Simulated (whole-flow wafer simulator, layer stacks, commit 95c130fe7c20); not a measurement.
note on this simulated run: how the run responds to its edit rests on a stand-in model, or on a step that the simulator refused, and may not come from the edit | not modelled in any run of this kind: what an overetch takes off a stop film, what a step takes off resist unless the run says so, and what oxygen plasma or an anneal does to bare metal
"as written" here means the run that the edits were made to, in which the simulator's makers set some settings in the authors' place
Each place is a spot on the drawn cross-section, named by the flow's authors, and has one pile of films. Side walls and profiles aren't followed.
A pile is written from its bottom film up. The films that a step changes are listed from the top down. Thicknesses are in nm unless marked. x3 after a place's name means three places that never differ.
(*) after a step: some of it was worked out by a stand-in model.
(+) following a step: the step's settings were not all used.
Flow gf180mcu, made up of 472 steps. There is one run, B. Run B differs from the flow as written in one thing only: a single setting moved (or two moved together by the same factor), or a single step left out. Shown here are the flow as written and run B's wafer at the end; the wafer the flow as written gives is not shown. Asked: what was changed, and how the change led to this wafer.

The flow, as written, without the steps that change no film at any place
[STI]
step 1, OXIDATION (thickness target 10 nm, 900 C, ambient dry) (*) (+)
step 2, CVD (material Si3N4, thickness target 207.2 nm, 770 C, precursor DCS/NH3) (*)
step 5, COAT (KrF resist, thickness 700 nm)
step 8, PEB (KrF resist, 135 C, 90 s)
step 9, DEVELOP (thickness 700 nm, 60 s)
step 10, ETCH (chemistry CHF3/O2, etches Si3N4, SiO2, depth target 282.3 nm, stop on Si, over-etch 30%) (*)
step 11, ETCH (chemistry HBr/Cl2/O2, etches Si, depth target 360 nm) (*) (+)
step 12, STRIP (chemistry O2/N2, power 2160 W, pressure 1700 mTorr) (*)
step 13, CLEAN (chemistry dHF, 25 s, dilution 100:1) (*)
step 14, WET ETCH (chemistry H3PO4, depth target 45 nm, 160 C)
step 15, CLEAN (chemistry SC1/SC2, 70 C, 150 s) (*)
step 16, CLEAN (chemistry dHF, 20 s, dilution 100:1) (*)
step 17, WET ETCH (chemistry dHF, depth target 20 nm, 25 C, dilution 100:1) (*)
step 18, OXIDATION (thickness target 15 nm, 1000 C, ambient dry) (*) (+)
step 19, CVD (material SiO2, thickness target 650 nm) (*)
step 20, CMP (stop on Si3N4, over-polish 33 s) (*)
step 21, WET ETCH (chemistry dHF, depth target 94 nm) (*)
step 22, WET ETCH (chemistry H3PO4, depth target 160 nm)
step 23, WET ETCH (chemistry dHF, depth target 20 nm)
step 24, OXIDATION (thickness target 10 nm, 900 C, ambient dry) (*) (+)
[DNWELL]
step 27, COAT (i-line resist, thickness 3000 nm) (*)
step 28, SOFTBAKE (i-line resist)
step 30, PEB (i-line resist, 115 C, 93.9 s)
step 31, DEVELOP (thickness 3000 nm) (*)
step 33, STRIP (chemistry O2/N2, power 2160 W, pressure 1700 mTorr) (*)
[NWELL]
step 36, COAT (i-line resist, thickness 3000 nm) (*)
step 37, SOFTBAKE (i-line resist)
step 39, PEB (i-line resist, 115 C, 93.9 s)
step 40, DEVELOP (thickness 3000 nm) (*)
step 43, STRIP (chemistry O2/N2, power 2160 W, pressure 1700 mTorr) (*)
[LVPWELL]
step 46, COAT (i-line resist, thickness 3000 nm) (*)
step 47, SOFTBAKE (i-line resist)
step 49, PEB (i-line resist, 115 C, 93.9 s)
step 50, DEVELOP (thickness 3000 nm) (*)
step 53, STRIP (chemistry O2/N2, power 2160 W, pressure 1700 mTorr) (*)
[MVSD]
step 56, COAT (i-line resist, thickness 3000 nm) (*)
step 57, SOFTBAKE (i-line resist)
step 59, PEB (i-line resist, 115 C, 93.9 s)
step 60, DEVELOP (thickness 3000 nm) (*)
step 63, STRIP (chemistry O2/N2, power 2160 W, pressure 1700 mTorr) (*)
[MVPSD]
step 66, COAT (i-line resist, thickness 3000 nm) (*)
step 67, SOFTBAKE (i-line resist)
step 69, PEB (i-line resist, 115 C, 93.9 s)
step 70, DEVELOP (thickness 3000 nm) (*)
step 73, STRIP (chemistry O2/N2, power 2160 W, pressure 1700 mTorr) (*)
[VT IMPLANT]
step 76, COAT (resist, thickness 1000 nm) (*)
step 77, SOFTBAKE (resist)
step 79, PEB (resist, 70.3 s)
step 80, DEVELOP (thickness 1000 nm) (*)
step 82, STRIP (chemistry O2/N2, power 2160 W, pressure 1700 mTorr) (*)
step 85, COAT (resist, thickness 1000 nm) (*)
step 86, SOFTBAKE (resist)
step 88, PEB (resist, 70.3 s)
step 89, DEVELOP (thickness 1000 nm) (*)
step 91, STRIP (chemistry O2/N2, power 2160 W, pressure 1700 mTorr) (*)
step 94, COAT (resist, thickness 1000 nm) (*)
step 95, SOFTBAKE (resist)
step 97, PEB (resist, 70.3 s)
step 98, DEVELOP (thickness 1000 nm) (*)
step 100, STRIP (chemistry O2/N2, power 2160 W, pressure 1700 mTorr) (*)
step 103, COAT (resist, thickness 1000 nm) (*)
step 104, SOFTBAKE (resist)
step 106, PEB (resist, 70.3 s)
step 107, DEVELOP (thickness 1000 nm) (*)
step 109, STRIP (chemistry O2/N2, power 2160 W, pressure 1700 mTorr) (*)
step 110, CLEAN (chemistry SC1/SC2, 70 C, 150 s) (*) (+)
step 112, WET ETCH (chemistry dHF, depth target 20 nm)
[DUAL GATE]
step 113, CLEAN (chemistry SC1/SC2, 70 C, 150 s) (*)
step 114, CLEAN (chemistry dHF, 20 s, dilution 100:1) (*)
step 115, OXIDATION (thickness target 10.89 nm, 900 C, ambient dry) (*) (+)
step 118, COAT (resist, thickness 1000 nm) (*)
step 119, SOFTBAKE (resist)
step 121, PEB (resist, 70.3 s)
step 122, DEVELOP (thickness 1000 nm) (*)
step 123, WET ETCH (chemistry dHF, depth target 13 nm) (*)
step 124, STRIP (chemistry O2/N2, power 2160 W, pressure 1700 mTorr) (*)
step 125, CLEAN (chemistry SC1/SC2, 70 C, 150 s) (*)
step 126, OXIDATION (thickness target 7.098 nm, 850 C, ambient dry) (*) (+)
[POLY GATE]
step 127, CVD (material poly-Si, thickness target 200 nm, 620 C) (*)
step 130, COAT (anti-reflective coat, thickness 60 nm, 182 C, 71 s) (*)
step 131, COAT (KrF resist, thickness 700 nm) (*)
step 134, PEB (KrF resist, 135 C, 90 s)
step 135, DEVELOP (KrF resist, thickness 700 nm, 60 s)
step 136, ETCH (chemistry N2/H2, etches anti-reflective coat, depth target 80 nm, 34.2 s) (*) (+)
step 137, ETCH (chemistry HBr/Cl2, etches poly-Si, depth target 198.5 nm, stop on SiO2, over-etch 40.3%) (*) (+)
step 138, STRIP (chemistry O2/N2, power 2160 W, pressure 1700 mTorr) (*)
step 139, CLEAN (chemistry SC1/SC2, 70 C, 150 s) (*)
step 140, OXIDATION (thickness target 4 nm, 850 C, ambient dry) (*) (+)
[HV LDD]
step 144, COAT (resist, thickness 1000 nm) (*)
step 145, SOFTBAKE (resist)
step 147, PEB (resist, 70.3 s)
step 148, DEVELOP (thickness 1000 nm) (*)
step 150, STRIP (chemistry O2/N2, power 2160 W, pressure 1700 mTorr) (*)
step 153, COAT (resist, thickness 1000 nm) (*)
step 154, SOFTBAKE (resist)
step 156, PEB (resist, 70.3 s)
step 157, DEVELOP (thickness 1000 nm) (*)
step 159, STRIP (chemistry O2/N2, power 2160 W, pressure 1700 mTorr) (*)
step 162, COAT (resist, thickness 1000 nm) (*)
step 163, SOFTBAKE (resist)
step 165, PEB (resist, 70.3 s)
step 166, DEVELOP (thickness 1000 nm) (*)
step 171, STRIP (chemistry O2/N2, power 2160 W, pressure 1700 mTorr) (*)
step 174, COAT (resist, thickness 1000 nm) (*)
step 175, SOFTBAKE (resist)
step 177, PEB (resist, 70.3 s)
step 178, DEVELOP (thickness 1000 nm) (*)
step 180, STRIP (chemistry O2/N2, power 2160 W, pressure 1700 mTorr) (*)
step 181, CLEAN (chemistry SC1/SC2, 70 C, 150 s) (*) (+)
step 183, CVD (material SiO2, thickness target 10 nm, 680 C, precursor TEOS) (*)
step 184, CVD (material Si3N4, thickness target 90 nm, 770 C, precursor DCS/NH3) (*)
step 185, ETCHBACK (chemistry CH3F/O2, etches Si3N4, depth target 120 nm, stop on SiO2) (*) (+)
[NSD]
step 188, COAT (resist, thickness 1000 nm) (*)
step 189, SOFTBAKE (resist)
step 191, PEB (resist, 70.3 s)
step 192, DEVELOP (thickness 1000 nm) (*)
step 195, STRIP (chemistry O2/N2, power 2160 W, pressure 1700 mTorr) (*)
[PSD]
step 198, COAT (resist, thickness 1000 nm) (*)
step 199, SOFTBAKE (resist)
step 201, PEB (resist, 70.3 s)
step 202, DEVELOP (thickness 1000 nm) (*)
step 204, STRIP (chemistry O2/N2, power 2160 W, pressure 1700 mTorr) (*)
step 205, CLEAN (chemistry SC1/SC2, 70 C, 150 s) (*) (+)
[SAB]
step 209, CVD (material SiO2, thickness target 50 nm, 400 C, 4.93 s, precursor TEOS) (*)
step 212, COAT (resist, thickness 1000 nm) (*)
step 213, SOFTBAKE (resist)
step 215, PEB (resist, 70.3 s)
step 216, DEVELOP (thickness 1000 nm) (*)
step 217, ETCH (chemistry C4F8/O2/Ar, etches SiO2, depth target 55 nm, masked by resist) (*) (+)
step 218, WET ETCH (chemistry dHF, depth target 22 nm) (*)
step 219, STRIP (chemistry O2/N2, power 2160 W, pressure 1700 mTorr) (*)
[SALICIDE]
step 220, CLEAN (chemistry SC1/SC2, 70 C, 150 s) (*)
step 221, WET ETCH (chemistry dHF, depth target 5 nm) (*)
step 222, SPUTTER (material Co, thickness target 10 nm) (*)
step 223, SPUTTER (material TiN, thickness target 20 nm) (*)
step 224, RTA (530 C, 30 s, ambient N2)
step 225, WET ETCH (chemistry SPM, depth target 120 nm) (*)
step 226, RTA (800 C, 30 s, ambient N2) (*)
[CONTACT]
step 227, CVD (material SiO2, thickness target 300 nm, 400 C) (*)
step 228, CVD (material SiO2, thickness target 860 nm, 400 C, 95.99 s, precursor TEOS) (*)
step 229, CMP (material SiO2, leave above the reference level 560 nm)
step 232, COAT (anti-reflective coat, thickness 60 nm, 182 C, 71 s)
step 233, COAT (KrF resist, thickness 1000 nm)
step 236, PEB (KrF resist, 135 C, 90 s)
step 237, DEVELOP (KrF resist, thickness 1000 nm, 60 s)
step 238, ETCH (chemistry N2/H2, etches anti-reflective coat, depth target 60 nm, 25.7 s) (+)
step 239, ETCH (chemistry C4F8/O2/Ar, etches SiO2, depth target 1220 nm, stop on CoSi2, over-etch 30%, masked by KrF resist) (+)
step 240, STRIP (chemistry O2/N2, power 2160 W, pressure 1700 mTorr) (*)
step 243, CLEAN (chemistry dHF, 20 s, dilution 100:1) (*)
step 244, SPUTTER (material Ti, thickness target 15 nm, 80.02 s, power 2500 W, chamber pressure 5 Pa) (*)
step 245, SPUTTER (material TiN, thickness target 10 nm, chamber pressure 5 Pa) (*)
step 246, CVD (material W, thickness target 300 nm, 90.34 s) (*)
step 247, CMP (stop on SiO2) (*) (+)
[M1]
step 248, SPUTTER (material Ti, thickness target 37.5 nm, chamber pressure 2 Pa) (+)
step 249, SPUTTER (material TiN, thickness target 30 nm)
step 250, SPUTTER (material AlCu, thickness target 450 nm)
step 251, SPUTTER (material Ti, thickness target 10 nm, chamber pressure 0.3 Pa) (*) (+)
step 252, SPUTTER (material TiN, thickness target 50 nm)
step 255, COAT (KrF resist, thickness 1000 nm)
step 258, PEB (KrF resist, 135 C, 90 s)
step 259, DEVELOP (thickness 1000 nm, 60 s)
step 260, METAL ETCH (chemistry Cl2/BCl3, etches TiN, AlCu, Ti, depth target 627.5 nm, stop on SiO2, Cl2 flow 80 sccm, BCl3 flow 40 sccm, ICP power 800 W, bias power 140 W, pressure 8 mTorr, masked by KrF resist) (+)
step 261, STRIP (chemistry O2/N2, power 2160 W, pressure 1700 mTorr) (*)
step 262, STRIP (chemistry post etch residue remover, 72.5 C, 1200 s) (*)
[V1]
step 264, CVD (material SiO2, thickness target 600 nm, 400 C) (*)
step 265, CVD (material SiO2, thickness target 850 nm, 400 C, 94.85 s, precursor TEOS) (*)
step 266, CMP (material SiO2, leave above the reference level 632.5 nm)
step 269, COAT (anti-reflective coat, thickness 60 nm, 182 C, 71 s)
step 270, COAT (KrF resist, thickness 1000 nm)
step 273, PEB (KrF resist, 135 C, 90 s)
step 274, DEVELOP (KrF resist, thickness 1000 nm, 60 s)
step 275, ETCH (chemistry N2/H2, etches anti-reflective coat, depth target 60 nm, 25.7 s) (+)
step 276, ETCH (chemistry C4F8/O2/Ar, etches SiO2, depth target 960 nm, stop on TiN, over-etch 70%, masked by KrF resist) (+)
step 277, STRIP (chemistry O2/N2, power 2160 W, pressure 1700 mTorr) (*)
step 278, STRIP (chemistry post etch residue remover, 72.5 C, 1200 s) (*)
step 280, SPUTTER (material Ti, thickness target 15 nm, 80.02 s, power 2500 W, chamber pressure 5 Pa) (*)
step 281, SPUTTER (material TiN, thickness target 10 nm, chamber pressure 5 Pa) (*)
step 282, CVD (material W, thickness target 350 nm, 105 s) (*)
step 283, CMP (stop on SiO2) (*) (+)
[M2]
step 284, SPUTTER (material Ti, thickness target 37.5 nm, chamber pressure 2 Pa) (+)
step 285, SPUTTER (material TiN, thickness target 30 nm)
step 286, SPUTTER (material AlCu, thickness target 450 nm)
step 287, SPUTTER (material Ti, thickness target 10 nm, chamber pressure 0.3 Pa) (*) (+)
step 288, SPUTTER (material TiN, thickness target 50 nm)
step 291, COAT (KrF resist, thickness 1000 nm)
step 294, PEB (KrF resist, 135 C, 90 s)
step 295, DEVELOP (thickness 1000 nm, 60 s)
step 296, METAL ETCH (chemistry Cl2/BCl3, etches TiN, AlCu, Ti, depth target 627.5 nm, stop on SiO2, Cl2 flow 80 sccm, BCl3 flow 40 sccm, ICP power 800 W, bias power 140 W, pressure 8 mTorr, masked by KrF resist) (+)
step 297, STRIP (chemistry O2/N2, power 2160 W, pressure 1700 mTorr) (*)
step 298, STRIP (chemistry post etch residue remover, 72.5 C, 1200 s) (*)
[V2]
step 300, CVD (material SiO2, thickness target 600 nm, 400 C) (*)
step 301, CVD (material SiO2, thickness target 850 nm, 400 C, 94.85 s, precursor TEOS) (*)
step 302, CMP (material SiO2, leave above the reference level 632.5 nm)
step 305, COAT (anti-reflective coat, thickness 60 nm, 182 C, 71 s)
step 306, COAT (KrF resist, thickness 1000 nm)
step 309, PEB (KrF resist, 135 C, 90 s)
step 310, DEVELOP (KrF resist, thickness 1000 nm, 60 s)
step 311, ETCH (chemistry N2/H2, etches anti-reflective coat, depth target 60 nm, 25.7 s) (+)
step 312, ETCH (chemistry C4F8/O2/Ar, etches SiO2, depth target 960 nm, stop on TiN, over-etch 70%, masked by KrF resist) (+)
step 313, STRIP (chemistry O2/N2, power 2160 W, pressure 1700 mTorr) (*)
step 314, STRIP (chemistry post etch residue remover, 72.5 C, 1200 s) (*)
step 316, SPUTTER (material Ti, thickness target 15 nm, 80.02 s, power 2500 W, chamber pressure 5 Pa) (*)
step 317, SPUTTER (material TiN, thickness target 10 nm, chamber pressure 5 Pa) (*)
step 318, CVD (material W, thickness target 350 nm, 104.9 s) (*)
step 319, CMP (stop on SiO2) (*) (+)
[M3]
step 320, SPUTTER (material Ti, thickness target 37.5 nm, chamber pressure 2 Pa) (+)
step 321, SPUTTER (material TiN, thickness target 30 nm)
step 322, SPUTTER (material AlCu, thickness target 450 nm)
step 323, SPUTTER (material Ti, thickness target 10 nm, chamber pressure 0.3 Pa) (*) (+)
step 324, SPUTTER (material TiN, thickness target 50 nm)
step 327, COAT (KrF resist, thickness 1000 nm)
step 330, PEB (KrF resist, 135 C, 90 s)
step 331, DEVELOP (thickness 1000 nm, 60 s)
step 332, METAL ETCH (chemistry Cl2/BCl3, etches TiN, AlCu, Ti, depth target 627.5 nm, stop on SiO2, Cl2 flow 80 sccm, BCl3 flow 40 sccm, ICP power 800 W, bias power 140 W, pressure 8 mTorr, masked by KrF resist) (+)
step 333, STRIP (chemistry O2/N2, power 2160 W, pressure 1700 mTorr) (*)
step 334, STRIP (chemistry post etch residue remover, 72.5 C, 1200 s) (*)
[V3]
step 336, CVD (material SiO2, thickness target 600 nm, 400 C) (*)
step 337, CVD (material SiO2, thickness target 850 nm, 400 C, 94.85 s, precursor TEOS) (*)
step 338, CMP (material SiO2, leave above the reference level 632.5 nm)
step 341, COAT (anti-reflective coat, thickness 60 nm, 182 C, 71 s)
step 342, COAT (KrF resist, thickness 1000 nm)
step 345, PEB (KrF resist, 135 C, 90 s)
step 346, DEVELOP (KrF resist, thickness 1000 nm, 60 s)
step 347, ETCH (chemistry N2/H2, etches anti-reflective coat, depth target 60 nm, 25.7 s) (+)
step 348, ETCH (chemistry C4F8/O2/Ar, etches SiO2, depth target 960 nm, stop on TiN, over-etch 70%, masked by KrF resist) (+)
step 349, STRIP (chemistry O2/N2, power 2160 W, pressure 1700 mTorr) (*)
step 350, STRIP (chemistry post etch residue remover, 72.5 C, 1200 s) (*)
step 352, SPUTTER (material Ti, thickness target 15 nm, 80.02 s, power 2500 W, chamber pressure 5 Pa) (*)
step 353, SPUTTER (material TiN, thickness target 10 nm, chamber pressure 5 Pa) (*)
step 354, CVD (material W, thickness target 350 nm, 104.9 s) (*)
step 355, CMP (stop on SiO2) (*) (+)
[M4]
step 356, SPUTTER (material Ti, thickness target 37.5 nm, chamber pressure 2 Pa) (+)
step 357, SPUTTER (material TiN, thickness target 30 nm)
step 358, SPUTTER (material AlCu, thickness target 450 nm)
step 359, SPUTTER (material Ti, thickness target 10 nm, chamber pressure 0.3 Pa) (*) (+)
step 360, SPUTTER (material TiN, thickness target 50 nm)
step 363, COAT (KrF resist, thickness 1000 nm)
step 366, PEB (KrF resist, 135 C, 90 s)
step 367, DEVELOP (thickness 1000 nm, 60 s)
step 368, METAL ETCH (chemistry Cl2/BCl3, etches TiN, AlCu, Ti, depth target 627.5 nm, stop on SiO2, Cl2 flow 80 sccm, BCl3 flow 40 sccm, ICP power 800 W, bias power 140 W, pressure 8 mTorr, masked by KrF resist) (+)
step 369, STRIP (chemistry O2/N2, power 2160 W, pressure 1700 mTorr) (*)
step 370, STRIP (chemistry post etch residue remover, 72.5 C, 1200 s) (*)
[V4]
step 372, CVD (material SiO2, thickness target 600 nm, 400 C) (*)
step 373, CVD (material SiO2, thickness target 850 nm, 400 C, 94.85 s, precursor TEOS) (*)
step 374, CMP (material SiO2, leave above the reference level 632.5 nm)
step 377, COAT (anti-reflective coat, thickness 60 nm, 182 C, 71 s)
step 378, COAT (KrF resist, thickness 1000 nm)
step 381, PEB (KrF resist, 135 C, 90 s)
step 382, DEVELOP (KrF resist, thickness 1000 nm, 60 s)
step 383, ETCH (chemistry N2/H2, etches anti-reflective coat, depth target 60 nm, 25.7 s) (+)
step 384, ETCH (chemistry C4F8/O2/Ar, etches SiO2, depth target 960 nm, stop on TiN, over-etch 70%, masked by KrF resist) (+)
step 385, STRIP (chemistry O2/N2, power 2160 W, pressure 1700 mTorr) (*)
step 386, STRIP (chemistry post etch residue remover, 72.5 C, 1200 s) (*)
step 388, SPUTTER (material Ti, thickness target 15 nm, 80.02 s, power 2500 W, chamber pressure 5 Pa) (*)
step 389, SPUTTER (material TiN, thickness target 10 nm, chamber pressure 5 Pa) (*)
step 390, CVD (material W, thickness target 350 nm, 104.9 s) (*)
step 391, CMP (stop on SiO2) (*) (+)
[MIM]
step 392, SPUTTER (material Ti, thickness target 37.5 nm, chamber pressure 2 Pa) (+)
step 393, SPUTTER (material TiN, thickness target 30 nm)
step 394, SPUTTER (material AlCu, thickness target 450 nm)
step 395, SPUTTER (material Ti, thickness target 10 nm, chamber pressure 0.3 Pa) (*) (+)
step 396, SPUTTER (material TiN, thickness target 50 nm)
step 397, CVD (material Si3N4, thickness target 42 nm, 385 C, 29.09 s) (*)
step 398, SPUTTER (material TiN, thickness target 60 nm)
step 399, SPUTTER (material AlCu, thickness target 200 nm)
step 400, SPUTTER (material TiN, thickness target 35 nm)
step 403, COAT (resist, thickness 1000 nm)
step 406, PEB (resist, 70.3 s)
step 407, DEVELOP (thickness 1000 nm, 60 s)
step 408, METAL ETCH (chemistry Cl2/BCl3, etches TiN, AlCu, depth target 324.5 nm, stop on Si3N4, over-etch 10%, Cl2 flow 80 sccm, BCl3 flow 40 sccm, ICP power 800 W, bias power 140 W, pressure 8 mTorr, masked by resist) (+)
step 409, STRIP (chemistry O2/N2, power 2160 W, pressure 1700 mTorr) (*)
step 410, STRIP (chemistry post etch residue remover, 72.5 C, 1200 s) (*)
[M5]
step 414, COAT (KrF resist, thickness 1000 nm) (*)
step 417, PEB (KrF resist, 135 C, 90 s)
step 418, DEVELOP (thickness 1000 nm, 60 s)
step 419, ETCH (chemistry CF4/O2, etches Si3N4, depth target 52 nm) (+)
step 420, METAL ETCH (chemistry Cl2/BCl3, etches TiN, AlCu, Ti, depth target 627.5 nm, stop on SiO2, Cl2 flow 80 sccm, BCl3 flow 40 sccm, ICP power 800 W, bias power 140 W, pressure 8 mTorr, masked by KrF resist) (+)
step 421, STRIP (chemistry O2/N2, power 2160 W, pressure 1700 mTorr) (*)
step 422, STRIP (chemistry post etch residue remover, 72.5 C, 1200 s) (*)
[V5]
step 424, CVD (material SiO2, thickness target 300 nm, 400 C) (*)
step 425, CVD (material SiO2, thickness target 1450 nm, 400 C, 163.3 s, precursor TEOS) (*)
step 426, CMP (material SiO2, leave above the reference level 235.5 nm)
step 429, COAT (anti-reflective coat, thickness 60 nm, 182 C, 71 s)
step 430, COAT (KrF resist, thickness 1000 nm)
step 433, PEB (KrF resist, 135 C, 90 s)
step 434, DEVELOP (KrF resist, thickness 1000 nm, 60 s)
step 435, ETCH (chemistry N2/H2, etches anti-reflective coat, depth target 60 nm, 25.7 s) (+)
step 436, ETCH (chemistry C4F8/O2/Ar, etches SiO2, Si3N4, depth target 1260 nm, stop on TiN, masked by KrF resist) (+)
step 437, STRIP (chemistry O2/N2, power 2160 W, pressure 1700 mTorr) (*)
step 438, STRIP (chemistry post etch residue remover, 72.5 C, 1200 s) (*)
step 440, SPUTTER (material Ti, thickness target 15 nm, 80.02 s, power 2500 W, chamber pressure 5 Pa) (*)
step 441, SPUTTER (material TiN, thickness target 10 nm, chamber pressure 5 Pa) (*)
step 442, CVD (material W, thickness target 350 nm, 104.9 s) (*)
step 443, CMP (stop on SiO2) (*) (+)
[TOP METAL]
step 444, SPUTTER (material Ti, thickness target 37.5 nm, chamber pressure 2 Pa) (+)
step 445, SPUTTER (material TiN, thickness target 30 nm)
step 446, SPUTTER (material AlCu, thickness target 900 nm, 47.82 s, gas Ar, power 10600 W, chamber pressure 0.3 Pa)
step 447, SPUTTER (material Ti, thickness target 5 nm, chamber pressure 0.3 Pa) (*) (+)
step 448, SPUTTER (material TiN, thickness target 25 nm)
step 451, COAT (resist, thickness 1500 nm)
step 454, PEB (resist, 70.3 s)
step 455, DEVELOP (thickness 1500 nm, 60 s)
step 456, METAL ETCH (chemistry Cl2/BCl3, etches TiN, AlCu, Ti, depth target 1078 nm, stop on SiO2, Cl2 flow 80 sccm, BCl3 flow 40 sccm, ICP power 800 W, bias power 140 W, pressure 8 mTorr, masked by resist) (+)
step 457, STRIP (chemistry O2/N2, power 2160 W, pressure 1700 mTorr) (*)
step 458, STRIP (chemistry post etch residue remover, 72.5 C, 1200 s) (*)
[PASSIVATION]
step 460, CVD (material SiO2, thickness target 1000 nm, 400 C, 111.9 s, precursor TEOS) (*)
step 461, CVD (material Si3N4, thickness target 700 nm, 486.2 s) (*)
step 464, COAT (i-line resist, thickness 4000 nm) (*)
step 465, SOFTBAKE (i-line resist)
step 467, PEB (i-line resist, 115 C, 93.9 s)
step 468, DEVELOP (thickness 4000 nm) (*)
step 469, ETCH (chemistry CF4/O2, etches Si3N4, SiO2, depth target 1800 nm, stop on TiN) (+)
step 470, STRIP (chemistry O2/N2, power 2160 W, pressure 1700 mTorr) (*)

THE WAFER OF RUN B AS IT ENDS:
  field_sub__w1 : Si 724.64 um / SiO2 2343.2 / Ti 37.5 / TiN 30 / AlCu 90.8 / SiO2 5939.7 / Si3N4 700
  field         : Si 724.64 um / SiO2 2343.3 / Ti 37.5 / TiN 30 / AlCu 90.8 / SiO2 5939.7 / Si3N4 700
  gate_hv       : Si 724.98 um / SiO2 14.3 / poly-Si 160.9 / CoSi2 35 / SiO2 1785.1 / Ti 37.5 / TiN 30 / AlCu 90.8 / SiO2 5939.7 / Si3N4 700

The reason: step 286, SPUTTER: thickness target 664 nm was run, though the flow has thickness target 450 nm.

Step by step, how the change led to this:
  step 286, SPUTTER (material AlCu, thickness target 450 nm)
      field, field__w1, field__w2 and 108 more: AlCu gains 664 (new film) (it would be, as written: AlCu gains 450 (new film))
  step 296, METAL ETCH (chemistry Cl2/BCl3, etches TiN, AlCu, Ti, depth target 627.5 nm, stop on SiO2, Cl2 flow 80 sccm, BCl3 flow 40 sccm, ICP power 800 W, bias power 140 W, pressure 8 mTorr, masked by KrF resist) (+)
      field, field__w1, field__w2 and 103 more: TiN loses 50 (all of it), Ti loses 10 (all of it), AlCu loses 567.5 (it would be, as written: TiN loses 50 (all of it), Ti loses 10 (all of it), AlCu loses 450 (all of it), TiN loses 30 (all of it), Ti loses 37.5 (all of it))
  step 298, STRIP (chemistry post etch residue remover, 72.5 C, 1200 s) (*)
      field, field__w1, field__w2 and 103 more: AlCu loses 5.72 (it would be, as written: nothing)
  step 300, CVD (material SiO2, thickness target 600 nm, 400 C) (*)
      field, field__w1, field__w2 and 103 more: SiO2 gains 600 (new film) (it would be, as written: SiO2 gains 600)
  step 302, CMP (material SiO2, leave above the reference level 632.5 nm)
      field, field__w1, field__w2 and 103 more: SiO2 loses 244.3 (it would be, as written: SiO2 loses 300)
Taking metal films that touch as one body, field_sub__w1 has 1 body; the flow as written gives 0 bodies.
Taking metal films that touch as one body, field has 1 body; the flow as written gives 0 bodies.
Taking metal films that touch as one body, gate_hv has 2 bodies (between them, from the top down: SiO2 1785.1); the flow as written gives 1 body.
